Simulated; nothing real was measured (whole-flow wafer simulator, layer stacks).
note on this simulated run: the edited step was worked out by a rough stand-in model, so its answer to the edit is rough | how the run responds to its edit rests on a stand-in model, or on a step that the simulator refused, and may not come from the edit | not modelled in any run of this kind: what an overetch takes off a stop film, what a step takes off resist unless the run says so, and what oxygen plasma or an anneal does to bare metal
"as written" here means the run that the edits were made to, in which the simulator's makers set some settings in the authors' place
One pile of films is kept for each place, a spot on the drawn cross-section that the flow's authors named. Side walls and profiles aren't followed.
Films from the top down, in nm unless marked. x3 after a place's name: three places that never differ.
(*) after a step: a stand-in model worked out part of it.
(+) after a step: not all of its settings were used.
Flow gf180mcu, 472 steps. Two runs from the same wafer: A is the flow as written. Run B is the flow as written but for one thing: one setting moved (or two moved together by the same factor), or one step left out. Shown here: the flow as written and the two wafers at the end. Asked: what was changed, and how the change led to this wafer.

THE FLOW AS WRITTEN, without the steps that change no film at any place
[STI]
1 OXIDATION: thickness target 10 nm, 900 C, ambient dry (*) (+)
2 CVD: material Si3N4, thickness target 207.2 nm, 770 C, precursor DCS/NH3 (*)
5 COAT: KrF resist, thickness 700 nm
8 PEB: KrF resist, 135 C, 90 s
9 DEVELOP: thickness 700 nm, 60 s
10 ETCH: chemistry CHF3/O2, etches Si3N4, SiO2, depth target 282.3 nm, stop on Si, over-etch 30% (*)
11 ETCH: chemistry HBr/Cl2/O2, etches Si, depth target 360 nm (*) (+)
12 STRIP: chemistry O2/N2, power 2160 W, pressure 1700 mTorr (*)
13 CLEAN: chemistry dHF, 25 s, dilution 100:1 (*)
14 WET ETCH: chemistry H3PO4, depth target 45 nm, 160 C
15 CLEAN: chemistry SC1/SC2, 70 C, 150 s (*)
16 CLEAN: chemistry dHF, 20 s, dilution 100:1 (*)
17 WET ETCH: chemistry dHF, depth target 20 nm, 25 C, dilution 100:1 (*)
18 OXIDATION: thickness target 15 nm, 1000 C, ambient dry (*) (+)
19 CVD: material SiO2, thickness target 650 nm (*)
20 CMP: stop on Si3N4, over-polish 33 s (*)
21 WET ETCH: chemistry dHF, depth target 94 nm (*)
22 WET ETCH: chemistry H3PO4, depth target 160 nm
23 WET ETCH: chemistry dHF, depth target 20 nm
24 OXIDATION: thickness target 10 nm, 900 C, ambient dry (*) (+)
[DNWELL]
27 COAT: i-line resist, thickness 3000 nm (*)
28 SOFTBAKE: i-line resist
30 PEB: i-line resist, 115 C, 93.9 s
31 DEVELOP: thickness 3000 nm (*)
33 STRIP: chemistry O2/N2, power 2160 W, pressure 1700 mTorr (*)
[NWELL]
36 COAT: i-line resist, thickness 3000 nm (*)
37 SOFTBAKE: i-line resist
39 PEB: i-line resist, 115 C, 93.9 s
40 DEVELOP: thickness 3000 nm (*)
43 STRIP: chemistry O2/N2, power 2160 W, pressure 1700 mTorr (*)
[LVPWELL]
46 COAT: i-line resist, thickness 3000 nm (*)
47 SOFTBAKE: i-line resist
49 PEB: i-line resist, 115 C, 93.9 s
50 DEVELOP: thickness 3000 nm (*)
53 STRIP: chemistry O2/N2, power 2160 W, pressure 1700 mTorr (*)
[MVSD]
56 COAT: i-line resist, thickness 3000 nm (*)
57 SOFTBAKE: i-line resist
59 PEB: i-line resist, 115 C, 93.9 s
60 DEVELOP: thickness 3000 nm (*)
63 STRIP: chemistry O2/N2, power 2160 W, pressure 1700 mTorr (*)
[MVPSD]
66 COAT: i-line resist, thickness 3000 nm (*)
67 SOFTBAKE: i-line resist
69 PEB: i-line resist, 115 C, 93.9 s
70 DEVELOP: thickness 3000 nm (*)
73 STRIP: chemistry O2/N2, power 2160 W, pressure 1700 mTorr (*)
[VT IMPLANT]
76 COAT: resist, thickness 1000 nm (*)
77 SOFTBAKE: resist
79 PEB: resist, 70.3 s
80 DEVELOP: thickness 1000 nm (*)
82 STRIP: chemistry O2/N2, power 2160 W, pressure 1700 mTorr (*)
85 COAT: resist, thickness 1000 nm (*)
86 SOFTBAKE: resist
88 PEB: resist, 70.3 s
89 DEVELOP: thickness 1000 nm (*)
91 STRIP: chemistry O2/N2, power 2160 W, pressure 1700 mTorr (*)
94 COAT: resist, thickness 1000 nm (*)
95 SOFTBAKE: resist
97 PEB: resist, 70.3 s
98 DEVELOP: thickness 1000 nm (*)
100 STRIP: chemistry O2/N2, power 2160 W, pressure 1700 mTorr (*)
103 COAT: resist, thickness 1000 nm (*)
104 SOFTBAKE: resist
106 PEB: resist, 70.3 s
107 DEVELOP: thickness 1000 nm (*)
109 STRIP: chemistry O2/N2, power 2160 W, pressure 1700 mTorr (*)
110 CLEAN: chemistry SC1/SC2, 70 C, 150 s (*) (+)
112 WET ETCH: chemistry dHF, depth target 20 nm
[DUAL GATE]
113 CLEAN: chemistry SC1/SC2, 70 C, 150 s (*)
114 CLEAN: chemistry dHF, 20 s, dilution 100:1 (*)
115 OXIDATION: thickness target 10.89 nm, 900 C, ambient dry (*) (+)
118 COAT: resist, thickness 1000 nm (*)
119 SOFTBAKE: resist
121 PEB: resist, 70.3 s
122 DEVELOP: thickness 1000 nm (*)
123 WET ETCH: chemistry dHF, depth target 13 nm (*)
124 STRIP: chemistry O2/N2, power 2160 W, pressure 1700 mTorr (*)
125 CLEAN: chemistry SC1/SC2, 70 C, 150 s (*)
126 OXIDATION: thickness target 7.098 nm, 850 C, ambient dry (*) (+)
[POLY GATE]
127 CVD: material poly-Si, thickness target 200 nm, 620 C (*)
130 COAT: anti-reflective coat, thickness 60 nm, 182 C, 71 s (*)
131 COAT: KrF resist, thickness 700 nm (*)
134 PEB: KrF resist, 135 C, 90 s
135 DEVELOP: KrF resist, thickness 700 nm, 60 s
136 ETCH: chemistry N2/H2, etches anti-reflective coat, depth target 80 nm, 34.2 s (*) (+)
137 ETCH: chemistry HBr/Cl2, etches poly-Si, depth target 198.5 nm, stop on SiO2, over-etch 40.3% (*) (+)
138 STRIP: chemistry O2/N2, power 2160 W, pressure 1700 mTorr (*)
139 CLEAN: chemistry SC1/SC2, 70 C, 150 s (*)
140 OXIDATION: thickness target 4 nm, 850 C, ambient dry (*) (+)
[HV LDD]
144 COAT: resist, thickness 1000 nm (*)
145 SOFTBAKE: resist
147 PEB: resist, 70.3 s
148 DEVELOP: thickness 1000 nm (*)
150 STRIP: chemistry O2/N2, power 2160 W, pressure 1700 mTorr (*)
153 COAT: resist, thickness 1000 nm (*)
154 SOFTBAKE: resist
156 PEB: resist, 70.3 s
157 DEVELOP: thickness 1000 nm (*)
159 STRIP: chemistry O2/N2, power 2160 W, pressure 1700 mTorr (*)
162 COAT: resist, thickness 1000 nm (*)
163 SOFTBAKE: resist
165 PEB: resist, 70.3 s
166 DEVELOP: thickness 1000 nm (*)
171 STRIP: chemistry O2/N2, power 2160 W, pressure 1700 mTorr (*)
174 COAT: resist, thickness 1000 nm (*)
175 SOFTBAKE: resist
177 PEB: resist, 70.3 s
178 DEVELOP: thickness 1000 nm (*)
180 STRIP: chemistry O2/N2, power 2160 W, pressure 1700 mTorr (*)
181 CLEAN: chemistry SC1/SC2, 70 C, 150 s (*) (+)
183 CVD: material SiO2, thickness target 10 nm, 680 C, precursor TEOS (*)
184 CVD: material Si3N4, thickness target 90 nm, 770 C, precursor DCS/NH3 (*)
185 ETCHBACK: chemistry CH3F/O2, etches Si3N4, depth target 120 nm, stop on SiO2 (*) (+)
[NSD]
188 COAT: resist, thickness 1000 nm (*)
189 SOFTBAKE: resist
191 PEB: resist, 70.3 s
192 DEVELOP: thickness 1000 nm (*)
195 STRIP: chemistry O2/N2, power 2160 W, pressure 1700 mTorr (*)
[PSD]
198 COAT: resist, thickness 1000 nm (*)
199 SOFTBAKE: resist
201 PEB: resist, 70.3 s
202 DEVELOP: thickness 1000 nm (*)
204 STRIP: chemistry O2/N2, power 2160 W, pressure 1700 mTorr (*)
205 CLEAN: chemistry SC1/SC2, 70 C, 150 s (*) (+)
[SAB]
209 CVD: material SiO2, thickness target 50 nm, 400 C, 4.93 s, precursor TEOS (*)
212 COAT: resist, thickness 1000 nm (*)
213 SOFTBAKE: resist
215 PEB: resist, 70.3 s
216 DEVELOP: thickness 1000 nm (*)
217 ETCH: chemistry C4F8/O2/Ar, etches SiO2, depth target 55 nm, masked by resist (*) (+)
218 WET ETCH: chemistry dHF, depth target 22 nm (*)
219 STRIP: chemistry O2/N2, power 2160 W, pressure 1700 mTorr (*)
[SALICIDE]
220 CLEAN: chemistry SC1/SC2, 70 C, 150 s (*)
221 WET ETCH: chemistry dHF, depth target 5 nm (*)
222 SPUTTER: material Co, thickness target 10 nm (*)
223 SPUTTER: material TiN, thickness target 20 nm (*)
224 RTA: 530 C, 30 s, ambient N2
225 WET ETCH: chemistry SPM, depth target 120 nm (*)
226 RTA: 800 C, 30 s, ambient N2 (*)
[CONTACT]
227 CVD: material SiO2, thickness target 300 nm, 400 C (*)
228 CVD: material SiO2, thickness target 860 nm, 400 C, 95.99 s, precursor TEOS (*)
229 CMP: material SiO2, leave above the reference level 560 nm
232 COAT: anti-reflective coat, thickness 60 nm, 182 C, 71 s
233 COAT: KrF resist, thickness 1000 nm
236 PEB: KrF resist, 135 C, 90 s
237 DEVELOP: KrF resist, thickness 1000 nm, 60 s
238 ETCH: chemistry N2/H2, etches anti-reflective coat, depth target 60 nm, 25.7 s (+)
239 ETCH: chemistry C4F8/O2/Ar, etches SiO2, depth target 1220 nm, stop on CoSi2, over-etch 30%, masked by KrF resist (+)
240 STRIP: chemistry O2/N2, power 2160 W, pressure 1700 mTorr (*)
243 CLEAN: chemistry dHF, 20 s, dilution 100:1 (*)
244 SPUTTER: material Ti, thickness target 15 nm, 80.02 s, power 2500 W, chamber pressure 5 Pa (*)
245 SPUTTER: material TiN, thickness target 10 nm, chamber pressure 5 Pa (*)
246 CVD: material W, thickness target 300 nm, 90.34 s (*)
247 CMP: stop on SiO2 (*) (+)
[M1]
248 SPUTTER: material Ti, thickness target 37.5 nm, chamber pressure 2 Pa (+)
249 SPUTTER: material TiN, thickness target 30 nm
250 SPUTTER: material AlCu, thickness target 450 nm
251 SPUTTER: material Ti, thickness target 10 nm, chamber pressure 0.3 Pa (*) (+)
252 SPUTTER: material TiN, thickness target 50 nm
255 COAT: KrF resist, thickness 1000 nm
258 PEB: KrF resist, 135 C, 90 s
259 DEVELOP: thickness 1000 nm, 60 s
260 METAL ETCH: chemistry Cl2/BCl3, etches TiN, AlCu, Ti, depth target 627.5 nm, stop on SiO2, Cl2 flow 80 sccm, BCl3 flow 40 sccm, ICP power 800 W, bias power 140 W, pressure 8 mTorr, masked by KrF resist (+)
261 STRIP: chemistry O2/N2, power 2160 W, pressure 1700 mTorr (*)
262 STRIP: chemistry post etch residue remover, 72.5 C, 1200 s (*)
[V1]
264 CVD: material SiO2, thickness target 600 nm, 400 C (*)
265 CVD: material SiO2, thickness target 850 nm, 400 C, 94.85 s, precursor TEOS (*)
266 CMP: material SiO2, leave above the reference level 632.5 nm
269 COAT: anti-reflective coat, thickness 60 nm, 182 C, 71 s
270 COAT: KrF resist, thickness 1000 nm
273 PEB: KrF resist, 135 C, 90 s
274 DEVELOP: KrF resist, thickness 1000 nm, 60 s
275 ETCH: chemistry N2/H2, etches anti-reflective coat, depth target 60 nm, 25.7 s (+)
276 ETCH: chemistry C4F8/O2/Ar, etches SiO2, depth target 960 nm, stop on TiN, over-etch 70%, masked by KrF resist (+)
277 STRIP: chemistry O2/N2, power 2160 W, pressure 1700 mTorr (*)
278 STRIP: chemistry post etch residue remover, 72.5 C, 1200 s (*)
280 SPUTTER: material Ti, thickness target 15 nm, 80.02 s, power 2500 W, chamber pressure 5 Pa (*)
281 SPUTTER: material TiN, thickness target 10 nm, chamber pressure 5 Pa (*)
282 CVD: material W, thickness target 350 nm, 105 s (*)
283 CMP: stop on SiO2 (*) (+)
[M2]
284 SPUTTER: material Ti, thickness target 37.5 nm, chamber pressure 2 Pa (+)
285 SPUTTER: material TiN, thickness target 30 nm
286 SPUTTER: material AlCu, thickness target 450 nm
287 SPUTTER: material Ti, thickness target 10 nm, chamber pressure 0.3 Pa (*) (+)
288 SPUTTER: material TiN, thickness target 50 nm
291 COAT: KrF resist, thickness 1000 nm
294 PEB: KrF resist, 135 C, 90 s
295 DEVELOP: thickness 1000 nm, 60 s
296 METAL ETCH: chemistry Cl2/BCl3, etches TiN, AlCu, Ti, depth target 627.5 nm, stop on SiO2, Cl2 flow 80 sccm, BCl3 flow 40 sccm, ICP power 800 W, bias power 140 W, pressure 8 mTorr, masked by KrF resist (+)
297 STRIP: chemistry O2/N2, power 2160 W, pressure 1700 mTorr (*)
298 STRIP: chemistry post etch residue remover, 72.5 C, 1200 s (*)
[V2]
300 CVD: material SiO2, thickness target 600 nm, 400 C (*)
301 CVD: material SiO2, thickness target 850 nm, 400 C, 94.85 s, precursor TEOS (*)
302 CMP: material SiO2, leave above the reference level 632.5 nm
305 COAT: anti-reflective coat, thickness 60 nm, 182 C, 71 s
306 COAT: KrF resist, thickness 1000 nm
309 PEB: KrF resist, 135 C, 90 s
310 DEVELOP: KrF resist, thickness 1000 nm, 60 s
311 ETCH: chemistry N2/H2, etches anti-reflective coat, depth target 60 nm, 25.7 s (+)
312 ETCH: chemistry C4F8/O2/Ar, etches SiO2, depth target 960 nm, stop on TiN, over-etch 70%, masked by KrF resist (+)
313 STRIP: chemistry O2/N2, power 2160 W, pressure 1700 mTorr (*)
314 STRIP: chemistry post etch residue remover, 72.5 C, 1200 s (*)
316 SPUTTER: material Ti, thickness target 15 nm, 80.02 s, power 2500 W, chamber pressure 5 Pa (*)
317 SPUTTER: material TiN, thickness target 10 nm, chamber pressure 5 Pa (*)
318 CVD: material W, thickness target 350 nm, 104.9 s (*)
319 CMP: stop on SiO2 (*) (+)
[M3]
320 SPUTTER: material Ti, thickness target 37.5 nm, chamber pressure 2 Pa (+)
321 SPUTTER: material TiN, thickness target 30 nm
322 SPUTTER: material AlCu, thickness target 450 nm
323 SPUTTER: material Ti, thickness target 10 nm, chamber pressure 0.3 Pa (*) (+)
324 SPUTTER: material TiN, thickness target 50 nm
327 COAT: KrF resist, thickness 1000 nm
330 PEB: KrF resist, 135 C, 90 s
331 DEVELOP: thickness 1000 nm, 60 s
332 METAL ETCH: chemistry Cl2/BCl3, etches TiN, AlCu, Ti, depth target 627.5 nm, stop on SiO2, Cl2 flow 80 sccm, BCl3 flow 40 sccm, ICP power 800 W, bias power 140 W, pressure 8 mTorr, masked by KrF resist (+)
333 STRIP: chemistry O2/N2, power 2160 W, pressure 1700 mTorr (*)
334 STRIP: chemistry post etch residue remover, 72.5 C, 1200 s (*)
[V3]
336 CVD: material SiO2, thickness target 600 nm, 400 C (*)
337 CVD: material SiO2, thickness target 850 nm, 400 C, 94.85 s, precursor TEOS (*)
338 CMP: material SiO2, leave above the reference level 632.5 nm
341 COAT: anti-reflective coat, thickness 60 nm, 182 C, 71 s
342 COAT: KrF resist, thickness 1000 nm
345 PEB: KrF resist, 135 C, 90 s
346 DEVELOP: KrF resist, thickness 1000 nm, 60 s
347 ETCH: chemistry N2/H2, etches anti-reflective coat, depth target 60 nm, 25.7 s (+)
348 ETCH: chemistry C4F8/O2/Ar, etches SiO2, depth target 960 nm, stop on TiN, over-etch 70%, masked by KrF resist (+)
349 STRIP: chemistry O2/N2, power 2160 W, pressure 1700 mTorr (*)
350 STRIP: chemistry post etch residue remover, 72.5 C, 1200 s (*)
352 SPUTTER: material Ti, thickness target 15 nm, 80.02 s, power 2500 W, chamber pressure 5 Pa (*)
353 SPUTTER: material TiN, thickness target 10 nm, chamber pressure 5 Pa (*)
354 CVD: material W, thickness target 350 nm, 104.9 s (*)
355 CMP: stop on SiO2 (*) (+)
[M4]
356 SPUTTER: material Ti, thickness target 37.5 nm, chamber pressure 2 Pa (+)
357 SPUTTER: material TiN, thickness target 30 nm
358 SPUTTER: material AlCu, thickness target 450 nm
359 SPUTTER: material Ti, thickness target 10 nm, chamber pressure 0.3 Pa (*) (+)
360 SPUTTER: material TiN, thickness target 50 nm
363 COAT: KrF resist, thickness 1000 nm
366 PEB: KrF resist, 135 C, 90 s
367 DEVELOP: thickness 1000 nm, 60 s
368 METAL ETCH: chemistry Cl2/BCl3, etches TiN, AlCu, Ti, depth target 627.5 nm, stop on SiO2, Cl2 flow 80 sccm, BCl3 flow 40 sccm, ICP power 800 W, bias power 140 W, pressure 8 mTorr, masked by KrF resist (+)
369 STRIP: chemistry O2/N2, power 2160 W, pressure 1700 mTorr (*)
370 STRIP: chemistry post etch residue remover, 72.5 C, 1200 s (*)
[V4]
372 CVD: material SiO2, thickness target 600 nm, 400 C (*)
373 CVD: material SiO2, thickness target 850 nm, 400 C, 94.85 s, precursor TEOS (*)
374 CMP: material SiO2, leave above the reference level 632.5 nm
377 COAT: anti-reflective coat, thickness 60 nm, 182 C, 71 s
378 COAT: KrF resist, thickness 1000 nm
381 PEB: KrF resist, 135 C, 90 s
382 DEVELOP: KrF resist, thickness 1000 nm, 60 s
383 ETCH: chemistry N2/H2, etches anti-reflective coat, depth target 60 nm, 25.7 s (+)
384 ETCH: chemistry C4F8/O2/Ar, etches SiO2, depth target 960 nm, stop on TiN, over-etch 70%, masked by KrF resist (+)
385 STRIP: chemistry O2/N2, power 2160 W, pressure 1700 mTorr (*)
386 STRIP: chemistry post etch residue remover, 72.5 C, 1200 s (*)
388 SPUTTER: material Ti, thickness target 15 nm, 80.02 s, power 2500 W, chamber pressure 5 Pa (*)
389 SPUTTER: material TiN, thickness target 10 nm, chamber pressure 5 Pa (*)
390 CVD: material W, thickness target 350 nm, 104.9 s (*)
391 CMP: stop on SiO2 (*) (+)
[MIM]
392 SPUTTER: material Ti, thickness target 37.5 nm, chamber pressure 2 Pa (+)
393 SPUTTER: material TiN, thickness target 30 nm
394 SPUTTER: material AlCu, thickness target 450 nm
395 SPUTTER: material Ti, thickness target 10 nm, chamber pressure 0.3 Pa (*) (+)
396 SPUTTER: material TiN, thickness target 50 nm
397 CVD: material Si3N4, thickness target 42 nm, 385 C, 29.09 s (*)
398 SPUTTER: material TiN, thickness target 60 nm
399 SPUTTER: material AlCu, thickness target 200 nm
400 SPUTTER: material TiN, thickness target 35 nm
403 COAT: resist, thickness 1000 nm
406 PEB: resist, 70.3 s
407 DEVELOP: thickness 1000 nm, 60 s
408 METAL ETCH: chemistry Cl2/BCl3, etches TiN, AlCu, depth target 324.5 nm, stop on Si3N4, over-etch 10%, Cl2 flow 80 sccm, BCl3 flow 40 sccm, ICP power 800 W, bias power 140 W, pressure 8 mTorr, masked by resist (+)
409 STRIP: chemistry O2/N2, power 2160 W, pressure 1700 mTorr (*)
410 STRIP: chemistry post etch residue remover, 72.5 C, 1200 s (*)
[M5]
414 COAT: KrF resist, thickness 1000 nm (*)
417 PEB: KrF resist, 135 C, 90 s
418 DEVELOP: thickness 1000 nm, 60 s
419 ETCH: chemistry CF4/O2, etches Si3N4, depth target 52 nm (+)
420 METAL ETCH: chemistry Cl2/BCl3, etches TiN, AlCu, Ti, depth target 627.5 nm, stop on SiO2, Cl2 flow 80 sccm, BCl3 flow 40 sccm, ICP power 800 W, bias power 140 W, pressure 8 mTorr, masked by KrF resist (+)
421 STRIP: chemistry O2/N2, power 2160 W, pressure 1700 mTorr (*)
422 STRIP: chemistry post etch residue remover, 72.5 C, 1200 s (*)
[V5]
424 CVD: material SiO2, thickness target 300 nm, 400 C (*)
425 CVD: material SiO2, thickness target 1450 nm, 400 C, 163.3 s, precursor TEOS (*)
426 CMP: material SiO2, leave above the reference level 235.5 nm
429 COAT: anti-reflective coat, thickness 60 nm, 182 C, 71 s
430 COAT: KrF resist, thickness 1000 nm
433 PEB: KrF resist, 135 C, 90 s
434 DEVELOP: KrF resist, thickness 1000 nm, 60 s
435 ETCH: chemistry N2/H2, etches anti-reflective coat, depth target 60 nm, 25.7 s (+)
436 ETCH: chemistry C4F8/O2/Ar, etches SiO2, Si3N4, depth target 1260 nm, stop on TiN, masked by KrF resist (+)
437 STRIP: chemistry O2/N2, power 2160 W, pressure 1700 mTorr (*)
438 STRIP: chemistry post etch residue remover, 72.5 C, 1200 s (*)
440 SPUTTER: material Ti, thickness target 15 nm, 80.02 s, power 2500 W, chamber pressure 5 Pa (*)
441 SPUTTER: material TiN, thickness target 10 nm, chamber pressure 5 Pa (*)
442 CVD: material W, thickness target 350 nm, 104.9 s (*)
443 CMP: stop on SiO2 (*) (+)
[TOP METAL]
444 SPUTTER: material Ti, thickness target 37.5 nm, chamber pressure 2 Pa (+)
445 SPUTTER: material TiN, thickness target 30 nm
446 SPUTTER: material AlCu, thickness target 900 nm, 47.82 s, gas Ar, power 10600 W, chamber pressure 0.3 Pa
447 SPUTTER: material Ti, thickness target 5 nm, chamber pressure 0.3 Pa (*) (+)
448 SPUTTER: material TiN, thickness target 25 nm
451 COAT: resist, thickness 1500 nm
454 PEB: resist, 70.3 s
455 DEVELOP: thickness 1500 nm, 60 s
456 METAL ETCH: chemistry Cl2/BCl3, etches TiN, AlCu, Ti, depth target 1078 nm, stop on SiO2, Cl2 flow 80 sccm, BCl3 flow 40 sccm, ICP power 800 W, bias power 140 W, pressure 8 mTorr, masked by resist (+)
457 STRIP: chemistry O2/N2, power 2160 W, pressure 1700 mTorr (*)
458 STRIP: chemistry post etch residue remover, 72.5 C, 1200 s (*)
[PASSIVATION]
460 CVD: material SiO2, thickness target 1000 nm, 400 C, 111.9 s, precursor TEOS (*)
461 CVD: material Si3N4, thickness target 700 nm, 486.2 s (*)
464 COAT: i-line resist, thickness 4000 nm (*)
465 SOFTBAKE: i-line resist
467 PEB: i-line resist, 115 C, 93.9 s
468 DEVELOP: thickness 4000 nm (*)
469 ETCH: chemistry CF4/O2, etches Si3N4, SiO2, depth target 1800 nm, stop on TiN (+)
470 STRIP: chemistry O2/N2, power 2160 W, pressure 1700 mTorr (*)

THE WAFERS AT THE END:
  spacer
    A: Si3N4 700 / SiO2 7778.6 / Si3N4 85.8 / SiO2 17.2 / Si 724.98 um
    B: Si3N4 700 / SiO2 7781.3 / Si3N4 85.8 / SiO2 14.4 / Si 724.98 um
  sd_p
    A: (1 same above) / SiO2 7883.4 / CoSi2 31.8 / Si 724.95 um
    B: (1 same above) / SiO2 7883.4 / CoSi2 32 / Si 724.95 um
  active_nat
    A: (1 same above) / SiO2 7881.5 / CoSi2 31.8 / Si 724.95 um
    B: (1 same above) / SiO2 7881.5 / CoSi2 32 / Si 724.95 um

The cause: step 183, CVD: thickness target 7.25 nm was run, where the flow has thickness target 10 nm.

How the change led to this, step by step:
  183 CVD: material SiO2, thickness target 10 nm, 680 C, precursor TEOS (*)
      field, field__w1, field__w2 and 99 more: A SiO2 +10 | B SiO2 +7.25
      ld_drift_p: A SiO2 +9.87 | B SiO2 +7.16
      (and at 1 more place)
  189 SOFTBAKE: resist
      field: A resist +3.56 | B resist -0.36
      active_hv: A resist +2.68 | B resist -0.54
      (and at 3 more places)
  199 SOFTBAKE: resist
      field: A resist +3.56 | B resist -0.36
      active_hv: A resist +2.68 | B resist -0.54
      (and at 3 more places)
  218 WET ETCH: chemistry dHF, depth target 22 nm (*)
      gate, gate_hv, gate_p and 23 more: A SiO2 -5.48 (all of it) | B SiO2 -2.73 (all of it)
      active, p_well, sd_n, iso_ptap_pw, iso_ntap_nw, iso_ptap_sub, vpnp_e: A SiO2 -9.01 (all of it) | B SiO2 -6.26 (all of it)
      (and at 16 more places)
